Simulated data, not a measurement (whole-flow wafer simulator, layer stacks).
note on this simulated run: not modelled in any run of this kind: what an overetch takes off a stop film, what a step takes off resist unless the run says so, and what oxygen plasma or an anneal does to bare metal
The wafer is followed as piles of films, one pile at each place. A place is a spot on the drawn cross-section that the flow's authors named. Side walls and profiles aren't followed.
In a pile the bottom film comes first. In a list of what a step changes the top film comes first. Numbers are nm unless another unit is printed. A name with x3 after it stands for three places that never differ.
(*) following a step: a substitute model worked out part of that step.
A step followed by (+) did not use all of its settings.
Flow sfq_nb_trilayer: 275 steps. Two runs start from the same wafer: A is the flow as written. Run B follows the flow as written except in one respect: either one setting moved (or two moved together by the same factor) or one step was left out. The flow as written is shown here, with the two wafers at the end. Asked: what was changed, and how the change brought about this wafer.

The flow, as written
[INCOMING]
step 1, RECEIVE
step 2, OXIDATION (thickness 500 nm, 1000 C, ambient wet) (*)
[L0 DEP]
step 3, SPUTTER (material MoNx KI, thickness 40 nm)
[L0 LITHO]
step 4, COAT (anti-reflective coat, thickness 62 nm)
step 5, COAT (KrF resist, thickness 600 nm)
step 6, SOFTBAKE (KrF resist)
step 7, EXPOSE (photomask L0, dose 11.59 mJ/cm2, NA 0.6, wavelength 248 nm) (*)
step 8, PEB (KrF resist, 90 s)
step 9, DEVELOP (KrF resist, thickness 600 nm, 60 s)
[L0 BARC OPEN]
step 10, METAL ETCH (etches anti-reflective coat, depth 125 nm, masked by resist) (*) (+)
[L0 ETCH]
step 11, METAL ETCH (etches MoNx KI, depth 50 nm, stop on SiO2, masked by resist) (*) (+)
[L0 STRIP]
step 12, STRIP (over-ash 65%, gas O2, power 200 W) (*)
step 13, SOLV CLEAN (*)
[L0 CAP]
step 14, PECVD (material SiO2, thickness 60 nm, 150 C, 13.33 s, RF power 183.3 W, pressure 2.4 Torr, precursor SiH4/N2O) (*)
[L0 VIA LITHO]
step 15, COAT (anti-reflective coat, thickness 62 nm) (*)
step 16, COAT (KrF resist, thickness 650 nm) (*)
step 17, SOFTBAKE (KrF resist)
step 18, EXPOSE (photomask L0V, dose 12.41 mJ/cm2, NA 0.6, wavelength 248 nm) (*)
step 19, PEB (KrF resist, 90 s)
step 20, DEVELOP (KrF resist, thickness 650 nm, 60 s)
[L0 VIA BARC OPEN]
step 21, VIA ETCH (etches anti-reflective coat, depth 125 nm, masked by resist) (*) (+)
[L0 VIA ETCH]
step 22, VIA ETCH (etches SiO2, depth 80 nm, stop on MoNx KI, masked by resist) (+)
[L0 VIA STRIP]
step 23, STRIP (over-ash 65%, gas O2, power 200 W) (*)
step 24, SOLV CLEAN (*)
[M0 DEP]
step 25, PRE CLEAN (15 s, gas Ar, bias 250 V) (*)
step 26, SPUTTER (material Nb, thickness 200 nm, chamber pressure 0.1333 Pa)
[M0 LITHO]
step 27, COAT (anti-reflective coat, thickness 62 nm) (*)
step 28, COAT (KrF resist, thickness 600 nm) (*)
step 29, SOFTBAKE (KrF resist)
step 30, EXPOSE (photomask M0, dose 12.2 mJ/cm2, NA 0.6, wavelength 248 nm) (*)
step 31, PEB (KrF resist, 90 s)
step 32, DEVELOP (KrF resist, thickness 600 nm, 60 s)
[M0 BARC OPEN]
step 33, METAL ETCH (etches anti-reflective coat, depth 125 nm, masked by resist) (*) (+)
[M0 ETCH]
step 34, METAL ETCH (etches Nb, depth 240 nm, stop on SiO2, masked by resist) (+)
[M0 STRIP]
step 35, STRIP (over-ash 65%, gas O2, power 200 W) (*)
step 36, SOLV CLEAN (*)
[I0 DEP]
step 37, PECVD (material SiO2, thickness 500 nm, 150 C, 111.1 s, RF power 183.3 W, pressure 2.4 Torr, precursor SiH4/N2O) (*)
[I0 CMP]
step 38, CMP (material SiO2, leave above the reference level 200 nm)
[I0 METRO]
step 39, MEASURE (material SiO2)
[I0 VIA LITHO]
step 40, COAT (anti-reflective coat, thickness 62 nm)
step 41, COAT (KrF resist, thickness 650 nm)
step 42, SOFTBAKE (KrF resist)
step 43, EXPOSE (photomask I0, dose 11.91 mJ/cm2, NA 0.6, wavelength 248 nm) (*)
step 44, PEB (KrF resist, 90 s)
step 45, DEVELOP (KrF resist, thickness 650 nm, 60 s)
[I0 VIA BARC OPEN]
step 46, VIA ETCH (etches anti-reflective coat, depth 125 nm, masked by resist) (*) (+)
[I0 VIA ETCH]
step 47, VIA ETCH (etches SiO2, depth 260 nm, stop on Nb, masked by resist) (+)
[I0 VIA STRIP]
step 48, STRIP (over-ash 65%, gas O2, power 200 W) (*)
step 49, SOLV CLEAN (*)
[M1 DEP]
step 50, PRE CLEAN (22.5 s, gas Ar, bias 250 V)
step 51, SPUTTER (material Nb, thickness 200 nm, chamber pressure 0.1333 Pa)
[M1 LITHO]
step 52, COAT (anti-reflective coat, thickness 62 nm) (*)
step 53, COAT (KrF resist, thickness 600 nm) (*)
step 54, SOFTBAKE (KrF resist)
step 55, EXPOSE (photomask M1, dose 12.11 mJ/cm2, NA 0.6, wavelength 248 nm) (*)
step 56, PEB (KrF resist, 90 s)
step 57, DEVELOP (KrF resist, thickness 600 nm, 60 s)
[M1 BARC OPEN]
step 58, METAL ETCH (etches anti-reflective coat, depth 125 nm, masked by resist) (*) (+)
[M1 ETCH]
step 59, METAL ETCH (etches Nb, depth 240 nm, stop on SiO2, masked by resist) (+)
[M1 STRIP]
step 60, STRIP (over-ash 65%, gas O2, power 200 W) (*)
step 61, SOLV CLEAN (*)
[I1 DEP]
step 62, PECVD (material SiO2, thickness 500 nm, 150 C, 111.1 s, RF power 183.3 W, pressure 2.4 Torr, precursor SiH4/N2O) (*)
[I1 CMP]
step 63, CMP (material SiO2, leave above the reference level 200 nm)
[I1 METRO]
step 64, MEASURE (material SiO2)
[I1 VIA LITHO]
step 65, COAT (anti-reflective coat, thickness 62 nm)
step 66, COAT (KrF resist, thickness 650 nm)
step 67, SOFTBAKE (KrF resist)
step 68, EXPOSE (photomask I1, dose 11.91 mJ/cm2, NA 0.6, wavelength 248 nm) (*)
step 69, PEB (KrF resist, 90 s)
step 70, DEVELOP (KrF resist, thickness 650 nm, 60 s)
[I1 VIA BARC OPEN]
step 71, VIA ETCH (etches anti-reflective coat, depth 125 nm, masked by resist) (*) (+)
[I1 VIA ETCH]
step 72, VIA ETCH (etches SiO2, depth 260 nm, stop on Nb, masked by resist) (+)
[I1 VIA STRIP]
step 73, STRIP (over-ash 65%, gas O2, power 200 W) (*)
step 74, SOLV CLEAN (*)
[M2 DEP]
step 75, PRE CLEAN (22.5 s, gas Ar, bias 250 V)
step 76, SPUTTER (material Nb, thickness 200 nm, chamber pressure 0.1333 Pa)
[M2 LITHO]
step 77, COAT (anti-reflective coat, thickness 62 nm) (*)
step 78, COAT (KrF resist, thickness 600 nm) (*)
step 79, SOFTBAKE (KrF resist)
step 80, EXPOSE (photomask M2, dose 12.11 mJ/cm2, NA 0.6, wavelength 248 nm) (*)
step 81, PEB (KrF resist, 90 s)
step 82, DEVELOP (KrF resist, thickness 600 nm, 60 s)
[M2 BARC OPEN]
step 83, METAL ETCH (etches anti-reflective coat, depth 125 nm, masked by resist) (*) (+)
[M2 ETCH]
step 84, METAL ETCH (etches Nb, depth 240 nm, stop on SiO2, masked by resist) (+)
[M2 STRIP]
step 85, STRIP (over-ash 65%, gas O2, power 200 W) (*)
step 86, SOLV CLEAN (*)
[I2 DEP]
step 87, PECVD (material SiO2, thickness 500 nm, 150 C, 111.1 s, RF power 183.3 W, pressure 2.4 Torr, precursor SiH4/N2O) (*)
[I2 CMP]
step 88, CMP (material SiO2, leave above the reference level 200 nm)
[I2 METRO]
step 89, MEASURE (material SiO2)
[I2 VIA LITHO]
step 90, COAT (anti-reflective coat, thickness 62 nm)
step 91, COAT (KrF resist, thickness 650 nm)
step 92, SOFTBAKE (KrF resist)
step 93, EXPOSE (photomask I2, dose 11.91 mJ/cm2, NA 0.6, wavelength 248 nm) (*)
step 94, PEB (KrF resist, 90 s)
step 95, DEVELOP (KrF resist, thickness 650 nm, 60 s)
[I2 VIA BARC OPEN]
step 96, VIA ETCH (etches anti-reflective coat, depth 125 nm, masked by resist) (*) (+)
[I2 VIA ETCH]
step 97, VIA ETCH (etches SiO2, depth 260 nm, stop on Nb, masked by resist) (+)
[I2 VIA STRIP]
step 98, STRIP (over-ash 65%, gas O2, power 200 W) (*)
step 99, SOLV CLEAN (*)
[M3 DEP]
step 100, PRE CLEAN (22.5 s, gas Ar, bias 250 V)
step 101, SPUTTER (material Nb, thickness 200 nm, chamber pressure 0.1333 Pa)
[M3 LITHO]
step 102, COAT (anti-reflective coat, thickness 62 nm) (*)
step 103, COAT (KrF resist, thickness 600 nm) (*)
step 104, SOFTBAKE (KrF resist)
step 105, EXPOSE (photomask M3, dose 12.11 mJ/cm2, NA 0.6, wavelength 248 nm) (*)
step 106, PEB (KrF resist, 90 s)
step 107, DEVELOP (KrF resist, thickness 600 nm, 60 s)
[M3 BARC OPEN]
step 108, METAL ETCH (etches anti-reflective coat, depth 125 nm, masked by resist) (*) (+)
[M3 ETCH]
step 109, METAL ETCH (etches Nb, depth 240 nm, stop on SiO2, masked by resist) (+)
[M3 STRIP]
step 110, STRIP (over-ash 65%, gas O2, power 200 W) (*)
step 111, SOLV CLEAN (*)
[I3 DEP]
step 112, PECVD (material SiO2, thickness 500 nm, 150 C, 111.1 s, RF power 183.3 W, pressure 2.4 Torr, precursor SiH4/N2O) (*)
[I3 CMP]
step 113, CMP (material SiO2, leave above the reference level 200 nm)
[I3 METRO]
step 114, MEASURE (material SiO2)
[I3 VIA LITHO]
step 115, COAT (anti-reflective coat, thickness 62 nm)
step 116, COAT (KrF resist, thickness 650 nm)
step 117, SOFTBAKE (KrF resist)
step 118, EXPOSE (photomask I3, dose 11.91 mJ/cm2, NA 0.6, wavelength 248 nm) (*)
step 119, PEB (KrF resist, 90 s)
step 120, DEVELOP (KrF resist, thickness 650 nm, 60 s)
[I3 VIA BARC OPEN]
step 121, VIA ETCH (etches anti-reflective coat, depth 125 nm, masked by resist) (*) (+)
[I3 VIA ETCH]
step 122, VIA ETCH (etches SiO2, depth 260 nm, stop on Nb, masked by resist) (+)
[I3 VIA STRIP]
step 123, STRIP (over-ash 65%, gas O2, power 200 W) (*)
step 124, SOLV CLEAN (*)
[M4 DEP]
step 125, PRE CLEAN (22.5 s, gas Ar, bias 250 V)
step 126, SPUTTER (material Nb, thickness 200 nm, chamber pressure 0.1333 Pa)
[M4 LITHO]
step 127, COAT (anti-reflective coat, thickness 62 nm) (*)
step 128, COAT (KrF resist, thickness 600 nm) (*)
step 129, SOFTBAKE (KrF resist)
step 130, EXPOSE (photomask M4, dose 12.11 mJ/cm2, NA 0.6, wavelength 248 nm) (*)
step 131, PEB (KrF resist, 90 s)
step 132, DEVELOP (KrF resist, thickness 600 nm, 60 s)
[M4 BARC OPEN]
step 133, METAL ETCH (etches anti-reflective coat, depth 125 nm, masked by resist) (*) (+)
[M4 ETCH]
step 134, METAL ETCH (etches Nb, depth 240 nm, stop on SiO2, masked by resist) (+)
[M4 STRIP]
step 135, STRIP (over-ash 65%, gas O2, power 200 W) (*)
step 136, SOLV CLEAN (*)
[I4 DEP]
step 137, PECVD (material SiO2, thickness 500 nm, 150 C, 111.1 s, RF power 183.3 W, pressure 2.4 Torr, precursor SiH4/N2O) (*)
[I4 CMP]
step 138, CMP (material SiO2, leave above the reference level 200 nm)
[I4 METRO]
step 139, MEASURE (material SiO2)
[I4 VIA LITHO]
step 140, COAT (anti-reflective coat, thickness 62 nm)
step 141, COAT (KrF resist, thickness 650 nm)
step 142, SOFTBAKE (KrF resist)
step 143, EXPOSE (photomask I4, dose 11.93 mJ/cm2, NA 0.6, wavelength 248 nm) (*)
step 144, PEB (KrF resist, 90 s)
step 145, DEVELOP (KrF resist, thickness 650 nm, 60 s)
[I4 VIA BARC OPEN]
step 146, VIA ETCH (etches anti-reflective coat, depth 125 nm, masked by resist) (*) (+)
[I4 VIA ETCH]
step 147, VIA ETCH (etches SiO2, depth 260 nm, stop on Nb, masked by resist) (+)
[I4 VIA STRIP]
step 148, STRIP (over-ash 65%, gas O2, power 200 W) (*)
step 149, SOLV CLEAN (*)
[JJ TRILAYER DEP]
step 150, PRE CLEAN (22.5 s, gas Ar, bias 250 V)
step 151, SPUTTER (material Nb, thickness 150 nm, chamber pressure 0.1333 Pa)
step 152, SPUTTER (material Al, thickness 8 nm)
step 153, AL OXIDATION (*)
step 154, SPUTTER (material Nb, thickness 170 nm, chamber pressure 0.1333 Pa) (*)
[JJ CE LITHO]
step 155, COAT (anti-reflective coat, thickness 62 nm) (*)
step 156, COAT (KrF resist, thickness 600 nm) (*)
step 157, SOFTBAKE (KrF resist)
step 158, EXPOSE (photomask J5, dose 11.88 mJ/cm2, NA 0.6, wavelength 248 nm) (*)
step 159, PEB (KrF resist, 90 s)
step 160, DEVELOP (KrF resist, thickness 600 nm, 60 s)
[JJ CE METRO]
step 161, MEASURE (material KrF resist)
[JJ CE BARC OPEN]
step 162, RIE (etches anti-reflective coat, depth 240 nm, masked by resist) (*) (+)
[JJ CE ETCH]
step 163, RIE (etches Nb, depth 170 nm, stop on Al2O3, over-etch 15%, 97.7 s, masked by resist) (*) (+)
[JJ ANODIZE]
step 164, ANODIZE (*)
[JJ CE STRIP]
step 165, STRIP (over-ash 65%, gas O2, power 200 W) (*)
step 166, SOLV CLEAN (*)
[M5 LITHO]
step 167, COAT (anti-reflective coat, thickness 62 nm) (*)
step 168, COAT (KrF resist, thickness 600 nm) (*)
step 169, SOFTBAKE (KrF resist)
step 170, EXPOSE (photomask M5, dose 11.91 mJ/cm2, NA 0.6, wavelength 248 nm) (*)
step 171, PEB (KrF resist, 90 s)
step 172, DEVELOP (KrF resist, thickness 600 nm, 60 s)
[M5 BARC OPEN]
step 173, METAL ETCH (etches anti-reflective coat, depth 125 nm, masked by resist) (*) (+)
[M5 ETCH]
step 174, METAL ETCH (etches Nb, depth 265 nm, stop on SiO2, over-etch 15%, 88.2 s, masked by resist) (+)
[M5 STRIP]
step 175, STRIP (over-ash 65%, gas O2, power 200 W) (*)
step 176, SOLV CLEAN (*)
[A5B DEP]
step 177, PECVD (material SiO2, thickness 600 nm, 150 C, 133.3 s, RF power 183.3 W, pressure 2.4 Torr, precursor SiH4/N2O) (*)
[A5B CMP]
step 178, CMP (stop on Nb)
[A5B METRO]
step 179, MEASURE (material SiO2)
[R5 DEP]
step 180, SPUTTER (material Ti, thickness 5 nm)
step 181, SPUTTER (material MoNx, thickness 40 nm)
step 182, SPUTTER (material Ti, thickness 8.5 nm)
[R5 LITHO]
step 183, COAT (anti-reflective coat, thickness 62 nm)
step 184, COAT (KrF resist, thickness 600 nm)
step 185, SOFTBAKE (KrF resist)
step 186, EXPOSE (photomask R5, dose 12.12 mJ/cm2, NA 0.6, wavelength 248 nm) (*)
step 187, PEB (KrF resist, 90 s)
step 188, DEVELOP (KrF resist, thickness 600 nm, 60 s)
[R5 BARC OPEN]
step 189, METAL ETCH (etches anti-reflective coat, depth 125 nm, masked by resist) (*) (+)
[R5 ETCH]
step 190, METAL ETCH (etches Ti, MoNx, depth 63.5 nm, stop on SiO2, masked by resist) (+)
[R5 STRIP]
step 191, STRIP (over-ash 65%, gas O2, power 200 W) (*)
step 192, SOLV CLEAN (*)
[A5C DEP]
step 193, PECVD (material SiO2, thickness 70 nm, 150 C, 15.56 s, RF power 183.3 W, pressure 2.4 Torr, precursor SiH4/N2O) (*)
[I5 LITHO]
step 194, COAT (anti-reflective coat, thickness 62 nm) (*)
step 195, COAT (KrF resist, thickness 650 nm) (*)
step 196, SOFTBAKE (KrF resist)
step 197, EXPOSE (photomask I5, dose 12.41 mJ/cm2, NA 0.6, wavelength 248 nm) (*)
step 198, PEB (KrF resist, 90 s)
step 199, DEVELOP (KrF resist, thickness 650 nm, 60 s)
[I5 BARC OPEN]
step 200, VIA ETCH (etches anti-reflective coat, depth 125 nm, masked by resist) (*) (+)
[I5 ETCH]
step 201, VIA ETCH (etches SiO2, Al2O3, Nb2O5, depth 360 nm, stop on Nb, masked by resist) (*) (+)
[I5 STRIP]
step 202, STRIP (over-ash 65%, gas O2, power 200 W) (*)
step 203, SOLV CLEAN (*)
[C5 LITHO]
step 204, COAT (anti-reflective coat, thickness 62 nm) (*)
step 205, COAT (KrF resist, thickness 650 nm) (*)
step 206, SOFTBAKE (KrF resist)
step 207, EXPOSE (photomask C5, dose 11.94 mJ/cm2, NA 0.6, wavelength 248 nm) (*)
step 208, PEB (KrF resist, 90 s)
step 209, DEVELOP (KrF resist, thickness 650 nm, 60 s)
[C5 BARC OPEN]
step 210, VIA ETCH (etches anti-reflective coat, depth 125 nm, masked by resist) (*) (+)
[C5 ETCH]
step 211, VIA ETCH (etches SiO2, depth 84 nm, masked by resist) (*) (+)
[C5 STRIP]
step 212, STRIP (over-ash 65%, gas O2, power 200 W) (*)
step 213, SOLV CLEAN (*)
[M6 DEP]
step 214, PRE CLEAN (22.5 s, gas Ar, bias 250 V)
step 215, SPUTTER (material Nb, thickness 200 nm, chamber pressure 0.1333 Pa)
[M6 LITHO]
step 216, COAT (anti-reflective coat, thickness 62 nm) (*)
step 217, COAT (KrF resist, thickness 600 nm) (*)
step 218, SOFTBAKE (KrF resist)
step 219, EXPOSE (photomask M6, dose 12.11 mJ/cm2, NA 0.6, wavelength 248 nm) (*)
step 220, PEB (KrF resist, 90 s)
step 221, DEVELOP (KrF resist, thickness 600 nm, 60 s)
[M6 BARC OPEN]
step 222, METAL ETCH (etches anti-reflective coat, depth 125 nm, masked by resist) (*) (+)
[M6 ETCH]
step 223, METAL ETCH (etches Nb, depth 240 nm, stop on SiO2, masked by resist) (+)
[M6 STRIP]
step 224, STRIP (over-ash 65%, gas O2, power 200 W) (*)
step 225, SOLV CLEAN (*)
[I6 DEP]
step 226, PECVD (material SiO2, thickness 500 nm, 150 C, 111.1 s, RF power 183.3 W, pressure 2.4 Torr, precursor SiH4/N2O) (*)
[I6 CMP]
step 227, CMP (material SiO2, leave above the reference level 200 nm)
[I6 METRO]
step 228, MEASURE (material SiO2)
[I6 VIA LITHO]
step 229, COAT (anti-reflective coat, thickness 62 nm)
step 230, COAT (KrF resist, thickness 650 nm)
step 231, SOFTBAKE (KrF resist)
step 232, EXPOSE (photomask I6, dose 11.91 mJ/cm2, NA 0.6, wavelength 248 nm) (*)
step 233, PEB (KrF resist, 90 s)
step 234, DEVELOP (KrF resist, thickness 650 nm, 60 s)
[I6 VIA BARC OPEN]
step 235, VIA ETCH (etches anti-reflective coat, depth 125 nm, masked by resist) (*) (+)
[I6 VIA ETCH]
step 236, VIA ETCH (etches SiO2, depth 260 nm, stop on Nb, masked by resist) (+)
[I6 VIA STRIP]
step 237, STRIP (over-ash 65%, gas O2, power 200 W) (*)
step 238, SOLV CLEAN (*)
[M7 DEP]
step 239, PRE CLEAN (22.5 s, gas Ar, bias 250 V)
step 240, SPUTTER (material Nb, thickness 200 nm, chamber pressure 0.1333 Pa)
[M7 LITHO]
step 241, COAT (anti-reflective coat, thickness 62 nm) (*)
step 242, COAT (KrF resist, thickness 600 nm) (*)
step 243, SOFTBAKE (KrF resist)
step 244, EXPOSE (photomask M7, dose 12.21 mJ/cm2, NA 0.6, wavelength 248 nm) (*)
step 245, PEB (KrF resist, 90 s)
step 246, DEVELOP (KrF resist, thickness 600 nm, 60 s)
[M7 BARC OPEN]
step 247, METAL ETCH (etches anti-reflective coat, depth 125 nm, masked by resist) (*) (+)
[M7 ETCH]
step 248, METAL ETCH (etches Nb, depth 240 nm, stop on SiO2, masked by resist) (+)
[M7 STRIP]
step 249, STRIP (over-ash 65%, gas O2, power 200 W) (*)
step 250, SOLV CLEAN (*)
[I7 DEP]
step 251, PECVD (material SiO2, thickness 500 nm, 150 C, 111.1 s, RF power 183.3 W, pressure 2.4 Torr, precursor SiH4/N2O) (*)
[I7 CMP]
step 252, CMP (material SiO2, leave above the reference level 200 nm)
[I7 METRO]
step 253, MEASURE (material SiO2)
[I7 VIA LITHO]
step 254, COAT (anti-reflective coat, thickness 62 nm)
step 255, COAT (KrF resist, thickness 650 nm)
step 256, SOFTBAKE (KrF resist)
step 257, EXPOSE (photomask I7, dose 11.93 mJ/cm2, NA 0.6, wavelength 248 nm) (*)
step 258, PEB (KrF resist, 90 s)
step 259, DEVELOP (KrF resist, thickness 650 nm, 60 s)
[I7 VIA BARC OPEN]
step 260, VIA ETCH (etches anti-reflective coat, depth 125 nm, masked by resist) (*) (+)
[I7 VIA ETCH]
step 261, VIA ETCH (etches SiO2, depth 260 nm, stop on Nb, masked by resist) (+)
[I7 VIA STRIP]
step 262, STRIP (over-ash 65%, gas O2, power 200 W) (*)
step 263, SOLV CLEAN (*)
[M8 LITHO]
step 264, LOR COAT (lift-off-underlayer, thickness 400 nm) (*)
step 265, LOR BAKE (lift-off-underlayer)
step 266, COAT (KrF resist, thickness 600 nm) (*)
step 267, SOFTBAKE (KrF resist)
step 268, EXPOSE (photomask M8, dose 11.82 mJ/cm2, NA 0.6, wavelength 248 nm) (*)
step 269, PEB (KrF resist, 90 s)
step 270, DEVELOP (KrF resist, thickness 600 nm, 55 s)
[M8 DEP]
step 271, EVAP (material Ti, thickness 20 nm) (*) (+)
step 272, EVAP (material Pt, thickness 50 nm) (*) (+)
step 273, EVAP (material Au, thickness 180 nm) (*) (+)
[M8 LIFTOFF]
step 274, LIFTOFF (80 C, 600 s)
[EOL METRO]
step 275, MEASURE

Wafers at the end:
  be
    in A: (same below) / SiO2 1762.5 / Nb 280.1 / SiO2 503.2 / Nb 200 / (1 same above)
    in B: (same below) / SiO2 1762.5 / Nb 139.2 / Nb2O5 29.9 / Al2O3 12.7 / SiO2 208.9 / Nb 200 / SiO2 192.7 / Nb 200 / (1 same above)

The reason: step 201, VIA ETCH: etches SiO2, Al2O3, Nb2O5, depth 360 nm, stop on Nb, masked by resist (*) (+), was not run.

How this came from the change, step by step:
  step 202, STRIP (over-ash 65%, gas O2, power 200 W) (*)
      p4_fl, p4_fm, p4_w1 and 44 more: A KrF resist loses 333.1 (all of it), anti-reflective coat loses 62 (all of it) | B KrF resist loses 573.1 (all of it), anti-reflective coat loses 62 (all of it)
      wl_b_sl, wl_b_m5, wl_b_sr and 13 more: A KrF resist loses 333 (all of it), anti-reflective coat loses 62 (all of it) | B KrF resist loses 573 (all of it), anti-reflective coat loses 62 (all of it)
      (also at 42 further places)
  step 204, COAT (anti-reflective coat, thickness 62 nm) (*)
      via_v: A anti-reflective coat gains 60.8 (new film) | B anti-reflective coat gains 62.3 (new film)
      wire: A anti-reflective coat gains 47.4 (new film) | B anti-reflective coat gains 62.3 (new film)
      (also at 3 further places)
  step 205, COAT (KrF resist, thickness 650 nm) (*)
      be: A KrF resist gains 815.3 (new film) | B KrF resist gains 651.2 (new film)
  step 212, STRIP (over-ash 65%, gas O2, power 200 W) (*)
      via_v: A KrF resist loses 554.9 (all of it), anti-reflective coat loses 60.8 (all of it) | B KrF resist loses 563.7 (all of it), anti-reflective coat loses 62.3 (all of it)
      wire: A KrF resist loses 555.8 (all of it), anti-reflective coat loses 47.4 (all of it) | B KrF resist loses 563.8 (all of it), anti-reflective coat loses 62.3 (all of it)
      (also at 3 further places)
  step 214, PRE CLEAN (22.5 s, gas Ar, bias 250 V)
      be: A Nb loses 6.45 | B SiO2 loses 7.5
  step 215, SPUTTER (material Nb, thickness 200 nm, chamber pressure 0.1333 Pa)
      be: A Nb gains 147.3 | B Nb gains 200 (new film)
  step 216, COAT (anti-reflective coat, thickness 62 nm) (*)
      via_v: A anti-reflective coat gains 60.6 (new film) | B anti-reflective coat gains 62.2 (new film)
      wire: A anti-reflective coat gains 48.3 (new film) | B anti-reflective coat gains 62.2 (new film)
      (also at 5 further places)
  step 217, COAT (KrF resist, thickness 600 nm) (*)
      wire: A KrF resist gains 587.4 (new film) | B KrF resist gains 600.3 (new film)
      be: A KrF resist gains 793.9 (new film) | B KrF resist gains 600.2 (new film)
      (also at 1 further place)
  step 221, DEVELOP (KrF resist, thickness 600 nm, 60 s)
      gap: A KrF resist loses 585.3 (all of it) | B KrF resist loses 597.5 (all of it)
  step 222, METAL ETCH (etches anti-reflective coat, depth 125 nm, masked by resist) (*) (+)
      gap: A anti-reflective coat loses 60.8 (all of it) | B anti-reflective coat loses 62.3 (all of it)
  step 224, STRIP (over-ash 65%, gas O2, power 200 W) (*)
      via_v: A KrF resist loses 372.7 (all of it), anti-reflective coat loses 60.6 (all of it) | B KrF resist loses 382.7 (all of it), anti-reflective coat loses 62.2 (all of it)
      wire: A KrF resist loses 369.8 (all of it), anti-reflective coat loses 48.3 (all of it) | B KrF resist loses 382.7 (all of it), anti-reflective coat loses 62.2 (all of it)
      (also at 4 further places)
  step 226, PECVD (material SiO2, thickness 500 nm, 150 C, 111.1 s, RF power 183.3 W, pressure 2.4 Torr, precursor SiH4/N2O) (*)
      be: A SiO2 gains 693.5 (new film) | B SiO2 gains 500 (new film)
  step 227, CMP (material SiO2, leave above the reference level 200 nm)
      be: A SiO2 loses 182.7 | B SiO2 loses 299.8
Taking metal films that touch as one body, be has 4 bodies (between them, from the top down: SiO2 192.7; SiO2 208.9 / Al2O3 12.7 / Nb2O5 29.9; SiO2 1762.5); the flow as written gives 3 bodies (between them, from the top down: SiO2 503.2; SiO2 1762.5).
